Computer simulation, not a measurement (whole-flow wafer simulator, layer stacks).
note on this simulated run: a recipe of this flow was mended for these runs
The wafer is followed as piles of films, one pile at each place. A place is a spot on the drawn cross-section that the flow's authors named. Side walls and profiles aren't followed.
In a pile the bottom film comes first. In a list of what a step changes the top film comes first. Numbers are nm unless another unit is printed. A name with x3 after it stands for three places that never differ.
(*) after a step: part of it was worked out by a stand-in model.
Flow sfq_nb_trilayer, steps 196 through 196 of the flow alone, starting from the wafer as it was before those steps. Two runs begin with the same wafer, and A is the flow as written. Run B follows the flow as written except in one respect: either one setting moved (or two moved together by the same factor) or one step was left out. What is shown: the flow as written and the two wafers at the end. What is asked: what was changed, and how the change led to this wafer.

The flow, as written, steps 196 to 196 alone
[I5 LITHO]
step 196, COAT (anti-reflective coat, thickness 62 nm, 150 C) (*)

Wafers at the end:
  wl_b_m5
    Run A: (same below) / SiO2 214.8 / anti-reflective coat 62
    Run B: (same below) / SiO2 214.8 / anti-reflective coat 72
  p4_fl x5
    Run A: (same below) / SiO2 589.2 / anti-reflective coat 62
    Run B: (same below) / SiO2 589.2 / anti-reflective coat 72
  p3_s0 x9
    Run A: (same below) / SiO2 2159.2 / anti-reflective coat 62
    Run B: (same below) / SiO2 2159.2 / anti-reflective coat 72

Cause: step 196, COAT: thickness 72 nm was run, while the flow as written has thickness 62 nm.
One can read it off the wafer: wl_b_m5 has anti-reflective coat 72, and step 196 as written asks for 62 nm.

How this came from the change, step by step:
  step 196, COAT (anti-reflective coat, thickness 62 nm, 150 C) (*)
      p4_fl x5, p4_w1 x9, p3_s0 x9 and 41 more: A anti-reflective coat gains 62 (new film) | B anti-reflective coat gains 72 (new film)
      via_wl, via_w, via_wr, via_sp, l0_sur, l0v: A anti-reflective coat gains 62.3 (new film) | B anti-reflective coat gains 72.3 (new film)
      (also at 36 further places)
